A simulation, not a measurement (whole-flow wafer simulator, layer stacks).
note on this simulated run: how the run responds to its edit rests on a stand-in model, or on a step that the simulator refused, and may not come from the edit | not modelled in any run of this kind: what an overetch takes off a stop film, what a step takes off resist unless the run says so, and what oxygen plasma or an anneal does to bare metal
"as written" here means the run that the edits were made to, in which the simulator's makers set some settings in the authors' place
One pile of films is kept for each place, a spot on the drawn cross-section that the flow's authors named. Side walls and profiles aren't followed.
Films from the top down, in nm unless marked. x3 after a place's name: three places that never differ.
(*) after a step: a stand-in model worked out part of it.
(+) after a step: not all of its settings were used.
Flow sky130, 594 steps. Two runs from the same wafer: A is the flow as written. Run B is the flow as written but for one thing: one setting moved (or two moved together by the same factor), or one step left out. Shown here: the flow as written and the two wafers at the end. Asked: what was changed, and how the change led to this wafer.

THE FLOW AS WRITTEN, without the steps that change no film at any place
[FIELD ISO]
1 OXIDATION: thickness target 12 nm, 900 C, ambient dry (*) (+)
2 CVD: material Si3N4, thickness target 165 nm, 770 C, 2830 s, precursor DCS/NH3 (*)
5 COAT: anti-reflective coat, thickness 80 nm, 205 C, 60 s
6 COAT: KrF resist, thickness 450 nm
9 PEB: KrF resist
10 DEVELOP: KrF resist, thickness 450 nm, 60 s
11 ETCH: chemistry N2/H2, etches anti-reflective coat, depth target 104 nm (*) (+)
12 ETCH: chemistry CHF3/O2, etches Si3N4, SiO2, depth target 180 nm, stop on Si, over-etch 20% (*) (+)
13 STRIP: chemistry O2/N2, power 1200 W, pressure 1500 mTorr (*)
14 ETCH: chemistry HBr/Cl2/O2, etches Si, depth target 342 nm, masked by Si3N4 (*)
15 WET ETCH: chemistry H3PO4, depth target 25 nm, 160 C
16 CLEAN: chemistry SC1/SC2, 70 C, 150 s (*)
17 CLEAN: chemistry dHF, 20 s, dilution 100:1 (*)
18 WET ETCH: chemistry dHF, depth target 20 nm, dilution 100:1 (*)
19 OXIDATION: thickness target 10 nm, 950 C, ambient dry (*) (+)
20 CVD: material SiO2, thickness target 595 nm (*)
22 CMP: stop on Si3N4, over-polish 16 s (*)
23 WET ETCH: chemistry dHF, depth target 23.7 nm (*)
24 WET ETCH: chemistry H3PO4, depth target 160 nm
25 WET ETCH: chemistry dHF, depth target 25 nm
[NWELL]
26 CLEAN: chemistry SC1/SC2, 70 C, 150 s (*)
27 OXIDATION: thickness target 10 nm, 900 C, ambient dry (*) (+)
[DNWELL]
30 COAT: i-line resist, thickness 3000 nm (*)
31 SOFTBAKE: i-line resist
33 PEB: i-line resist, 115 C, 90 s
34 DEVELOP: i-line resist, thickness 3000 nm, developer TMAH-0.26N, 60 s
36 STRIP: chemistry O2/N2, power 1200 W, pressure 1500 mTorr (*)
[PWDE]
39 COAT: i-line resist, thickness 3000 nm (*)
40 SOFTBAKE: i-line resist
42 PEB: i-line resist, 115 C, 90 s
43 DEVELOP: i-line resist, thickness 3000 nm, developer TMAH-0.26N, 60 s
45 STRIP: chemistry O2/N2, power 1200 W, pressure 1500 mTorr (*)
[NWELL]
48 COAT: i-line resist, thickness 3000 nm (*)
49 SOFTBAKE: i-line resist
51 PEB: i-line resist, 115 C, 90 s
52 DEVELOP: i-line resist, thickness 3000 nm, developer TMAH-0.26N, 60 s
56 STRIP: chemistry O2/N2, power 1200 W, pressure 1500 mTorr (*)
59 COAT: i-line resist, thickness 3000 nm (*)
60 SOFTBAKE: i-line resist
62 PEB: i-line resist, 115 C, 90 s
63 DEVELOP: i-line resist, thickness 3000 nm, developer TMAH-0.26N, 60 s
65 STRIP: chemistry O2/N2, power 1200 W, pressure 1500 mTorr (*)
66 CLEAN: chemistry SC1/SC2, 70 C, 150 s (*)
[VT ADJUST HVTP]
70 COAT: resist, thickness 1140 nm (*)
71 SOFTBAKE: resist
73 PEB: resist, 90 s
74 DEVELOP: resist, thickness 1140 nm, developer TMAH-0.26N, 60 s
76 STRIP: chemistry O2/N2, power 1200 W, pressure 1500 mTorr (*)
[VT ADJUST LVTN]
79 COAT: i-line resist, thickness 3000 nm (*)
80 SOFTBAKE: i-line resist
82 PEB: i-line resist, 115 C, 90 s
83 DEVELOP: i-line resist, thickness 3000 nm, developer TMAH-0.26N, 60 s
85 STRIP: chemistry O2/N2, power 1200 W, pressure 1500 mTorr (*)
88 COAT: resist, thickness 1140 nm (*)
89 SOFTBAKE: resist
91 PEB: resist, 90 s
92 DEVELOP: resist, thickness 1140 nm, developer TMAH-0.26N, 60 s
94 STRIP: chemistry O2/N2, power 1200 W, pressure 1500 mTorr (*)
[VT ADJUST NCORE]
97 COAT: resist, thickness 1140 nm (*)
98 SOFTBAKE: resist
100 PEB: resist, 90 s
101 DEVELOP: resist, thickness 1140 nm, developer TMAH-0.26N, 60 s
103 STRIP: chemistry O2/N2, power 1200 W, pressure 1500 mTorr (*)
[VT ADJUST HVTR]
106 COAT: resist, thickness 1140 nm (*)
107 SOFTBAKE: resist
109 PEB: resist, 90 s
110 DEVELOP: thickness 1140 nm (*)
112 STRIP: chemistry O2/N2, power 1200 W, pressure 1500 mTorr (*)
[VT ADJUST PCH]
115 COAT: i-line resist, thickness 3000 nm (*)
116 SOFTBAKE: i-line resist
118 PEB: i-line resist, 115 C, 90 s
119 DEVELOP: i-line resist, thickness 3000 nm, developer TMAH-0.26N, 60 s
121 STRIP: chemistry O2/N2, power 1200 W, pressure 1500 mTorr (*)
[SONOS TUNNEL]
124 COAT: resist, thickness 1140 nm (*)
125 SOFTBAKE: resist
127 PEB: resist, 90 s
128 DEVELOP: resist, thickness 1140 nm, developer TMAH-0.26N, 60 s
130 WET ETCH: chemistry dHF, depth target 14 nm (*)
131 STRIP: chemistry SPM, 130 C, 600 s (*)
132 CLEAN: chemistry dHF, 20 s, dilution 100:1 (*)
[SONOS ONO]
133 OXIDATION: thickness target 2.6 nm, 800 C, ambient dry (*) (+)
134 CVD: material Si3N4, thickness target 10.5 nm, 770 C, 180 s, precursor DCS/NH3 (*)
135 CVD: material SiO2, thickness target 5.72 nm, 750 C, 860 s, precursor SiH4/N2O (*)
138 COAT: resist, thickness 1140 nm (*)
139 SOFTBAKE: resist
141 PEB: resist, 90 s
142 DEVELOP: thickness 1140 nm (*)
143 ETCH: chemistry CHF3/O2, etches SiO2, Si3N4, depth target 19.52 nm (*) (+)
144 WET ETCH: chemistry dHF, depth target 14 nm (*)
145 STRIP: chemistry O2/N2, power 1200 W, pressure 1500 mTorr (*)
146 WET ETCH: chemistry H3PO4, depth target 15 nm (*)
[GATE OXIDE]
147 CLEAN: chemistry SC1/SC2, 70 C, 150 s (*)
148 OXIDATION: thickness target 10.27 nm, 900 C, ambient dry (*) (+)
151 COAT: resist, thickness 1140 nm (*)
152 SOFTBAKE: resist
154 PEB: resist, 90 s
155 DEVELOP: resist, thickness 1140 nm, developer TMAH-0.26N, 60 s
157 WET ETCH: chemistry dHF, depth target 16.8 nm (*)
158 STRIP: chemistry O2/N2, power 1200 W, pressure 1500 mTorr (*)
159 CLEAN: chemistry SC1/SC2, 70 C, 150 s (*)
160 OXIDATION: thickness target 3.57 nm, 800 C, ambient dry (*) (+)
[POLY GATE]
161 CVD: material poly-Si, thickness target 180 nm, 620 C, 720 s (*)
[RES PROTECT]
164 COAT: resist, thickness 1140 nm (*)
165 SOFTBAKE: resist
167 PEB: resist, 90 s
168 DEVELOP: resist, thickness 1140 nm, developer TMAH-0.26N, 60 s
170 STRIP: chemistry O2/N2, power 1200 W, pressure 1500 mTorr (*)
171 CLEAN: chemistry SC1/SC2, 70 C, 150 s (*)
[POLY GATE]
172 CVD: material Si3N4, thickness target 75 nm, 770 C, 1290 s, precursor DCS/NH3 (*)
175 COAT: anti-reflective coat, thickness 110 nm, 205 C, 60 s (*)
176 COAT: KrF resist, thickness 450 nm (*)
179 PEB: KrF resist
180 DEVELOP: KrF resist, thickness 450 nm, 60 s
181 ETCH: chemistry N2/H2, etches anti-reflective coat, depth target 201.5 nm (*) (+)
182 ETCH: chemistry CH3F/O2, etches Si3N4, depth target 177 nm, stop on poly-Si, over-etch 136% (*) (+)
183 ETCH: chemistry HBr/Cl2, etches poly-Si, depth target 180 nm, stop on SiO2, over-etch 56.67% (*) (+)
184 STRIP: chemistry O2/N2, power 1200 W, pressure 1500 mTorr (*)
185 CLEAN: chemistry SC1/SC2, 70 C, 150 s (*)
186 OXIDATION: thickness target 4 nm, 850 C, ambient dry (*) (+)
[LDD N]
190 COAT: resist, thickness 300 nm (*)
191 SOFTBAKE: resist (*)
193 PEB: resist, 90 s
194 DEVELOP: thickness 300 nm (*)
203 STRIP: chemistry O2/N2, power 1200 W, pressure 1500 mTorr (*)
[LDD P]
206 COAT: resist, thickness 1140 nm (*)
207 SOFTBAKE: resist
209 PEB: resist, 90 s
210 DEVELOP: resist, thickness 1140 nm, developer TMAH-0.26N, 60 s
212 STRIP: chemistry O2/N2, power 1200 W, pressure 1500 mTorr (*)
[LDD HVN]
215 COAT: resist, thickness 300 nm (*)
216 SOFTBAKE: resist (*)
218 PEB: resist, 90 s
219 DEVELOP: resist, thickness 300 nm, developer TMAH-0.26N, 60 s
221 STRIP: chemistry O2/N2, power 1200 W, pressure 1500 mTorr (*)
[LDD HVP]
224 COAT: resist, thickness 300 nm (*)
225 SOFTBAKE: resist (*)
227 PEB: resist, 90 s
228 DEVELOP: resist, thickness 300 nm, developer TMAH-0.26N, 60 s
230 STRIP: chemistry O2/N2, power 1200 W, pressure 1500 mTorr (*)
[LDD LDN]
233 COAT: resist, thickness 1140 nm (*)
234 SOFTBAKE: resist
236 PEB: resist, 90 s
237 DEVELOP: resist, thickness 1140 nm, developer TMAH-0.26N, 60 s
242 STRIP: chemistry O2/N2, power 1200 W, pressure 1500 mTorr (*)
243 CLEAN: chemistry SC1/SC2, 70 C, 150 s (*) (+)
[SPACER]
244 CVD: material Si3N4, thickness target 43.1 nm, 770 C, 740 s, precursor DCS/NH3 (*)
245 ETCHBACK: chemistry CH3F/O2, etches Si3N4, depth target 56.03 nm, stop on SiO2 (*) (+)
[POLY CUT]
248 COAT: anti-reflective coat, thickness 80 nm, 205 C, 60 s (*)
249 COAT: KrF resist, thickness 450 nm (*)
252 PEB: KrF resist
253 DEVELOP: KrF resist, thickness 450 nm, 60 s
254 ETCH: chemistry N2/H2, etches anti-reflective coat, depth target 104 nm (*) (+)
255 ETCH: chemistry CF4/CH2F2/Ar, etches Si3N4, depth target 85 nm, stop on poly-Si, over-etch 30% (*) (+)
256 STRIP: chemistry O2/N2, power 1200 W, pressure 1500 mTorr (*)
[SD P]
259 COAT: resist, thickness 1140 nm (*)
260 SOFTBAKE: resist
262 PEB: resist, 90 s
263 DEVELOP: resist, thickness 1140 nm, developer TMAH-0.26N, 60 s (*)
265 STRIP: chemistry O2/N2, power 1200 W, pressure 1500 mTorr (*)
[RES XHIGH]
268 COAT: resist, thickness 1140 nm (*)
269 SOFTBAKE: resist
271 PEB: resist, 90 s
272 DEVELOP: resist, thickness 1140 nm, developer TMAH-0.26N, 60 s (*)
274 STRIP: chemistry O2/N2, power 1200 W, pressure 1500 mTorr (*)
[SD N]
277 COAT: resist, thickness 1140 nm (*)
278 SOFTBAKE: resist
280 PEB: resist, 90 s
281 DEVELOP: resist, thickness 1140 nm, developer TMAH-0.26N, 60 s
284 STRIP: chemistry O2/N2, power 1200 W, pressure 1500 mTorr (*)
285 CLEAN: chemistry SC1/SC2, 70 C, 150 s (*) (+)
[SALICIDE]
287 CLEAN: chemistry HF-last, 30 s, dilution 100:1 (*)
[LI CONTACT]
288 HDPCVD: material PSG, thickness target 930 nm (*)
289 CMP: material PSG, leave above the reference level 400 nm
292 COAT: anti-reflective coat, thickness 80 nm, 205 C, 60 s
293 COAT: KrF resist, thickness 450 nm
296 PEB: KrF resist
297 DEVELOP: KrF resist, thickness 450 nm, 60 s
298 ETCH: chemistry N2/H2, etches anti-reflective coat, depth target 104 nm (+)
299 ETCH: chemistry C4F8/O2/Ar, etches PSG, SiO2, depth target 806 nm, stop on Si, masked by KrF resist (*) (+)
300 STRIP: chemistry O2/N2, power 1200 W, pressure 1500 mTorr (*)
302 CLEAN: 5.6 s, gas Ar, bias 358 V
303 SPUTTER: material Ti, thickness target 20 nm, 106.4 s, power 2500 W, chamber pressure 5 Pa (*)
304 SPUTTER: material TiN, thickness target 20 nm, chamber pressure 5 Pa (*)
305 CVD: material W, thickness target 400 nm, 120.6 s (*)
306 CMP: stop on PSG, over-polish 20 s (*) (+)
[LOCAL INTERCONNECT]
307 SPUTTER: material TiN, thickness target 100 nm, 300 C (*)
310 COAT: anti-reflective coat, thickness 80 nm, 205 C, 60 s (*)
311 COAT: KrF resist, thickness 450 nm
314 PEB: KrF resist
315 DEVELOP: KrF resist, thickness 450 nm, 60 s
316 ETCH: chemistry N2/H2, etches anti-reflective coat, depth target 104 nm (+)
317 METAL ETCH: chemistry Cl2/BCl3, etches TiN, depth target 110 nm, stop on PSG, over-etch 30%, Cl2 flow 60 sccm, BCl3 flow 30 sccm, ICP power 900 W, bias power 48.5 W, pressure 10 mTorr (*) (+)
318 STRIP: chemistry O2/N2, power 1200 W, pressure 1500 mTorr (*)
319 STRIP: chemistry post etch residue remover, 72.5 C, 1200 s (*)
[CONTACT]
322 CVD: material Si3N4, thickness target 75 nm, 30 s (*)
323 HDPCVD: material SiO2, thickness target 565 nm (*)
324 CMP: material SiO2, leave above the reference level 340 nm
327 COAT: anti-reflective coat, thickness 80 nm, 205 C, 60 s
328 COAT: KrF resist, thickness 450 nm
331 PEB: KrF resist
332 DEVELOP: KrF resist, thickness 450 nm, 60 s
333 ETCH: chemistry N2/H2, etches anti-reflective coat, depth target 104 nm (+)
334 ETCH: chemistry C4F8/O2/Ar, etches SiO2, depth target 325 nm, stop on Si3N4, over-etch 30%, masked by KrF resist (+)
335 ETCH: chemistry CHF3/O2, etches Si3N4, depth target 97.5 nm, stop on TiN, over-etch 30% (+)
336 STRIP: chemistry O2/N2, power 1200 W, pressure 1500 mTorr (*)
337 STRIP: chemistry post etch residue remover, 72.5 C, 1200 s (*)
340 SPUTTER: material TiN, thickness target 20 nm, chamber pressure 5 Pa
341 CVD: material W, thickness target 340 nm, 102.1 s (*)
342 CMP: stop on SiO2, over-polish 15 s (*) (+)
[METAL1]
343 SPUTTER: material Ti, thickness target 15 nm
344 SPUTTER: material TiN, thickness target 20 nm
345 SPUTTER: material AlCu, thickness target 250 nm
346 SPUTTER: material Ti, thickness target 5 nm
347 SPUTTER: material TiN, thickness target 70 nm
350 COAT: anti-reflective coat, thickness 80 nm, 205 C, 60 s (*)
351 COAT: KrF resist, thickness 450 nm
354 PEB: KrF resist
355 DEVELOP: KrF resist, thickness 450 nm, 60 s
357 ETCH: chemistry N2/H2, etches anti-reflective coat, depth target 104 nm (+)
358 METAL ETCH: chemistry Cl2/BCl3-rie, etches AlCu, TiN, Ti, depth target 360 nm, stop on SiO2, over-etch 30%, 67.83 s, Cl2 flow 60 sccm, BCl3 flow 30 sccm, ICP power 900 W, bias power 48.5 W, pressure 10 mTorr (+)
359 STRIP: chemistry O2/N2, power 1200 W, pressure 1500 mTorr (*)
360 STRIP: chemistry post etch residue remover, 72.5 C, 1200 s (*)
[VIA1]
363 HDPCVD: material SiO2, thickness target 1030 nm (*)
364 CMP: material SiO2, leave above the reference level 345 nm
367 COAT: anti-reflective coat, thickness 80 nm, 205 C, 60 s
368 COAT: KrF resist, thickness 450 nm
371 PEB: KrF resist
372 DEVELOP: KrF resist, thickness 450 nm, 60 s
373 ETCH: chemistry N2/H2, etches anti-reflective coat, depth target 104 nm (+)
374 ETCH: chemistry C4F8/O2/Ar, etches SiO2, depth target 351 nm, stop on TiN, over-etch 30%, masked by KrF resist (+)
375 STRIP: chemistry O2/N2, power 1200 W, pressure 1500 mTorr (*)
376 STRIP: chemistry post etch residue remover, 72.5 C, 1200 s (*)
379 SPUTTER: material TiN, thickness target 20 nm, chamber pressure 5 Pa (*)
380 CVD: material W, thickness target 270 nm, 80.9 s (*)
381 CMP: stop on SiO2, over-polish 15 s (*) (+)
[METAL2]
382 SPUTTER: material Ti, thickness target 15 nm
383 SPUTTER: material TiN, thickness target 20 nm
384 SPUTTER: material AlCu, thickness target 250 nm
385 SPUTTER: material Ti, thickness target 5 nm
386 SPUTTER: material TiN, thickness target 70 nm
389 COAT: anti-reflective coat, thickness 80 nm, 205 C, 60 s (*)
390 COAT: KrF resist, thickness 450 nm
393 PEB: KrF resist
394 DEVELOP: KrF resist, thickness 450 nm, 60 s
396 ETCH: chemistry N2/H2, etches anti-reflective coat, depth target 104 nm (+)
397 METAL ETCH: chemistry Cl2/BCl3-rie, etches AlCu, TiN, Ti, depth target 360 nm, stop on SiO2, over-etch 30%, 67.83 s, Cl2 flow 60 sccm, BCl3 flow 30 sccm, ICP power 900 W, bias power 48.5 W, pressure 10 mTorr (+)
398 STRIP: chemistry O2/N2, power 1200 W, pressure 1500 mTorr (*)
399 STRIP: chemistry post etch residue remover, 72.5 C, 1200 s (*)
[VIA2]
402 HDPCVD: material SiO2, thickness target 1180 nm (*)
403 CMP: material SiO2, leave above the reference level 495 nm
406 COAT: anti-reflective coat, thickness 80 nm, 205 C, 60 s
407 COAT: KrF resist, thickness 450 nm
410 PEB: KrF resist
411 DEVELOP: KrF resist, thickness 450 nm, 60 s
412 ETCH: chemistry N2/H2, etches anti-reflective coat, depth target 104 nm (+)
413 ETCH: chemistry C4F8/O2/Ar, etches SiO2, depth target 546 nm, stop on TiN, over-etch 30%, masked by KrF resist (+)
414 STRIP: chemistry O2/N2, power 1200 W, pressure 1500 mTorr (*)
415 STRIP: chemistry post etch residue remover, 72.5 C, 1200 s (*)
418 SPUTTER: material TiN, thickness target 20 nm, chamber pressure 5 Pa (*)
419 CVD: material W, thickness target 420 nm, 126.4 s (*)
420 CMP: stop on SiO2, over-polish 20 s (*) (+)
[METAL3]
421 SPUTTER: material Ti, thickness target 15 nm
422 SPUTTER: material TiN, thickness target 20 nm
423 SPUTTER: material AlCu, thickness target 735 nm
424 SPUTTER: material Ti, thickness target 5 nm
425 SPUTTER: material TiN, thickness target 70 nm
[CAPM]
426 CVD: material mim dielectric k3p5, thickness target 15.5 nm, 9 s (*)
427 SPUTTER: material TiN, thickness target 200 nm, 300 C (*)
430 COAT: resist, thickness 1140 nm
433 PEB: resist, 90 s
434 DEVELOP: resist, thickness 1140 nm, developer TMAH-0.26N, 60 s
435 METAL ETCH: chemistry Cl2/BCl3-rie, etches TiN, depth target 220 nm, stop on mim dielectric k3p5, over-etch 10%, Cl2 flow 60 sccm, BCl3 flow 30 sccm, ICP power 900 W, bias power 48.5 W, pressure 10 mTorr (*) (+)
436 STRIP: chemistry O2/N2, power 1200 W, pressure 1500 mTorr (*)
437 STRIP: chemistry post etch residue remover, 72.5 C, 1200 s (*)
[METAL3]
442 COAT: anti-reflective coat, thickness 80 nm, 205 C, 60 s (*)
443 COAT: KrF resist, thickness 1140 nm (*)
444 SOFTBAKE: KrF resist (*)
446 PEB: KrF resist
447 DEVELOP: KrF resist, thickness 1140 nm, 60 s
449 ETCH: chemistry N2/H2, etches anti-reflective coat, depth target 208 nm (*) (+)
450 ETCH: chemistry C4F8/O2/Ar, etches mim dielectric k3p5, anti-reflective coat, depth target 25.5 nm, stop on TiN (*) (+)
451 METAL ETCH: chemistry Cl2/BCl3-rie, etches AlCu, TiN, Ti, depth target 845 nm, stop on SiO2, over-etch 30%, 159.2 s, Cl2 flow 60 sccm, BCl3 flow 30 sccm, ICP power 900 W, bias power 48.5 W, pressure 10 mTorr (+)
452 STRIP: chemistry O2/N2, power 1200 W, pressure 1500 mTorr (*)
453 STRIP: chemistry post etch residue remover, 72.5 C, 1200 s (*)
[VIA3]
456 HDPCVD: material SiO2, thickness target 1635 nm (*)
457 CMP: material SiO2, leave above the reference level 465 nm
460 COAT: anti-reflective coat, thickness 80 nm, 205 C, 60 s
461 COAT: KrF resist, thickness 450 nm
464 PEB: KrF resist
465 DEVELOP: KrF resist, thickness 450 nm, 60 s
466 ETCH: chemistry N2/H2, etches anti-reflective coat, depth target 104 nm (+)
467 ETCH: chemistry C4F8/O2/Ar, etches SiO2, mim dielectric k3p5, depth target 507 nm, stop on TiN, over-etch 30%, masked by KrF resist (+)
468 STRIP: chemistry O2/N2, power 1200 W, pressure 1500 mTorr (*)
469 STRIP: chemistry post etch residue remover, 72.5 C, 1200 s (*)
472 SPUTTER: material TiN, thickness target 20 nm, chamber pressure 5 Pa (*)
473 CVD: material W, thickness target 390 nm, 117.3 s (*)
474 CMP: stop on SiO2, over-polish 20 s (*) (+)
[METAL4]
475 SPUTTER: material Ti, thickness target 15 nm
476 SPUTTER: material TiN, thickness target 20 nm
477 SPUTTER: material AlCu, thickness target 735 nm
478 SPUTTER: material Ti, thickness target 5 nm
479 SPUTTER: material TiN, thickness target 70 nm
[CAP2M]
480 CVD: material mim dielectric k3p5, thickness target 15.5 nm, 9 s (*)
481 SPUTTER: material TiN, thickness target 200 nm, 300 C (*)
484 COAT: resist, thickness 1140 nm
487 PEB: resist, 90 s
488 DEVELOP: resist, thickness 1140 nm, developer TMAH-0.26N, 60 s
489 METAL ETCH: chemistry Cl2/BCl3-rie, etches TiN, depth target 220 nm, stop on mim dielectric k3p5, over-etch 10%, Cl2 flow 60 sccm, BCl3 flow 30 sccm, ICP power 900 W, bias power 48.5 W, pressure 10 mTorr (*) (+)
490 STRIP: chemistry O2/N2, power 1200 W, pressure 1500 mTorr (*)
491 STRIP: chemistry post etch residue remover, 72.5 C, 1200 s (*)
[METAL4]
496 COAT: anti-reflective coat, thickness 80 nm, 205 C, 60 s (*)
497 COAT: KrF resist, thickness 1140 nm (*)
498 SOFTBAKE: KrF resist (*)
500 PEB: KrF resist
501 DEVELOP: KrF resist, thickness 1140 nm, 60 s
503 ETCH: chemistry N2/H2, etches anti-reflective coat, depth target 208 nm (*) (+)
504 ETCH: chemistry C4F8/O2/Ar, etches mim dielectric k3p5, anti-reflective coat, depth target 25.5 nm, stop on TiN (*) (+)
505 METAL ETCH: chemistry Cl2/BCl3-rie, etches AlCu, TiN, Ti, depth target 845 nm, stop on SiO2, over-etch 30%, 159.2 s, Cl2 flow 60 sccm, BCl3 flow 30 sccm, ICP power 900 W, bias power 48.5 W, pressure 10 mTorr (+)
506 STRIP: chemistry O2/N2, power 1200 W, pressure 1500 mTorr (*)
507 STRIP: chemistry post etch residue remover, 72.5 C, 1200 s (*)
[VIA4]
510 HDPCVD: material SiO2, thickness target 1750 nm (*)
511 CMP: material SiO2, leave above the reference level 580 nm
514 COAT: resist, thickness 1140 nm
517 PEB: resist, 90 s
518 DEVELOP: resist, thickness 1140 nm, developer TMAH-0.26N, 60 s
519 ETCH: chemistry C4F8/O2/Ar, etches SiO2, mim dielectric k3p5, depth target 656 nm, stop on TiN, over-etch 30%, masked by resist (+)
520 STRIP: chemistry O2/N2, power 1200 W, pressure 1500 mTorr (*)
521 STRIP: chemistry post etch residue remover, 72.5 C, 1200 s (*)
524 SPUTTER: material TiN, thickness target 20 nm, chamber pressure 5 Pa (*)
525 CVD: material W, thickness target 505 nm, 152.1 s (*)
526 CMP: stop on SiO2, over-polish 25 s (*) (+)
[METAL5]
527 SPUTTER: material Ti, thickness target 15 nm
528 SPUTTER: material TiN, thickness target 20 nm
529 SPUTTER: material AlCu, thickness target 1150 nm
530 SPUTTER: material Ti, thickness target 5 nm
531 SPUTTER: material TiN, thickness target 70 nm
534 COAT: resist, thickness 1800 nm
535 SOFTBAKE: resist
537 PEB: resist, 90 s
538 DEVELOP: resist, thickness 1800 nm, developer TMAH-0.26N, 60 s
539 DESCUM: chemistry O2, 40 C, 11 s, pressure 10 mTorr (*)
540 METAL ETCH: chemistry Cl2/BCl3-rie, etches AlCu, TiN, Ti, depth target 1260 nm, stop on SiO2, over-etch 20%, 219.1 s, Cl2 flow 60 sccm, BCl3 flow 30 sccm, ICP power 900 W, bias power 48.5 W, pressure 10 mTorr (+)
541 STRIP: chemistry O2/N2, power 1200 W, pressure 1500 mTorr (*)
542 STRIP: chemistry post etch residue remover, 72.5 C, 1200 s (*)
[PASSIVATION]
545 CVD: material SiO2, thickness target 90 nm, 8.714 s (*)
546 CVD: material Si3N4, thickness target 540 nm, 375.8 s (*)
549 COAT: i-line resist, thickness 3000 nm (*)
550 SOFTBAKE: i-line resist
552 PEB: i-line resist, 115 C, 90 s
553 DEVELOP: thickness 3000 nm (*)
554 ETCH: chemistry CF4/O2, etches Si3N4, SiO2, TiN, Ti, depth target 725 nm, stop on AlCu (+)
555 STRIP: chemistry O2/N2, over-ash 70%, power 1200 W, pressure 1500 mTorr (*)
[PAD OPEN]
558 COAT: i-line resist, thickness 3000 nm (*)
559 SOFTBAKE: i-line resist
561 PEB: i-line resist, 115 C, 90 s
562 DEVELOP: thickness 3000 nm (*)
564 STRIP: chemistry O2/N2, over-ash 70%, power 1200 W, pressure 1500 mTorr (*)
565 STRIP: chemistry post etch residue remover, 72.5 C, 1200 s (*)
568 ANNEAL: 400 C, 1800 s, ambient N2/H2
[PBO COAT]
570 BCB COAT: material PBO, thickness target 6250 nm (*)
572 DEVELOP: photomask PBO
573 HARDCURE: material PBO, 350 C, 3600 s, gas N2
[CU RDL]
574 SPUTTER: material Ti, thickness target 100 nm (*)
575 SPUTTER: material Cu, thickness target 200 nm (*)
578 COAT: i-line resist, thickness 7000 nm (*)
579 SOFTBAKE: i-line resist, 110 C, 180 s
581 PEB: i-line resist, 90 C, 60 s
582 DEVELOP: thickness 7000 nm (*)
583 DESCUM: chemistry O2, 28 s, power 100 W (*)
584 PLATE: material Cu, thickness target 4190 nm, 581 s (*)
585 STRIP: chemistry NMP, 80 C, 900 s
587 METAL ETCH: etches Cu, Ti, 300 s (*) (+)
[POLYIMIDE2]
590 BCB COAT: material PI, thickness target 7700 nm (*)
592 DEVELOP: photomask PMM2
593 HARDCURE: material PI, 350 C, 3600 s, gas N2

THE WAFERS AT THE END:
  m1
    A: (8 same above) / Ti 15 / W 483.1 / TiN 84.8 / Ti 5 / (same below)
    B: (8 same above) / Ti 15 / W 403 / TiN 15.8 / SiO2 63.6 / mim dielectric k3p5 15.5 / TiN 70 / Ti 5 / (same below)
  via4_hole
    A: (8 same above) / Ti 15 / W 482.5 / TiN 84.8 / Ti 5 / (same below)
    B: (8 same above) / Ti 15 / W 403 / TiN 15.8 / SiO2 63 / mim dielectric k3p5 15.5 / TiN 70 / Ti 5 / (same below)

The cause: step 519, ETCH: depth target 426.5 nm was run, where the flow has depth target 656 nm.

How the change led to this, step by step:
  519 ETCH: chemistry C4F8/O2/Ar, etches SiO2, mim dielectric k3p5, depth target 656 nm, stop on TiN, over-etch 30%, masked by resist (+)
      m1: A SiO2 -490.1 (all of it), mim dielectric k3p5 -15.5 (all of it) | B SiO2 -426.5
      via4_hole: A SiO2 -489.5 (all of it), mim dielectric k3p5 -15.5 (all of it) | B SiO2 -426.5
      (and at 191 more places)
  520 STRIP: chemistry O2/N2, power 1200 W, pressure 1500 mTorr (*)
      field, active, n_well and 188 more: A resist -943 (all of it) | B resist -988.9 (all of it)
  524 SPUTTER: material TiN, thickness target 20 nm, chamber pressure 5 Pa (*)
      m1, via4_hole: A TiN +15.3 | B TiN +15.8 (new film)
  525 CVD: material W, thickness target 505 nm, 152.1 s (*)
      m1: A W +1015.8 (new film) | B W +935.7 (new film)
      via4_hole: A W +1015.2 (new film) | B W +935.7 (new film)
Counting metal films that touch as one body, m1 has 3 bodies (between them, from the top down: SiO2 63.6 / mim dielectric k3p5 15.5; SiO2 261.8 / Si3N4 75); the flow as written gives 2 bodies (between them, from the top down: SiO2 261.8 / Si3N4 75).
Counting metal films that touch as one body, via4_hole has 2 bodies (between them, from the top down: SiO2 63 / mim dielectric k3p5 15.5); the flow as written gives 1 body.
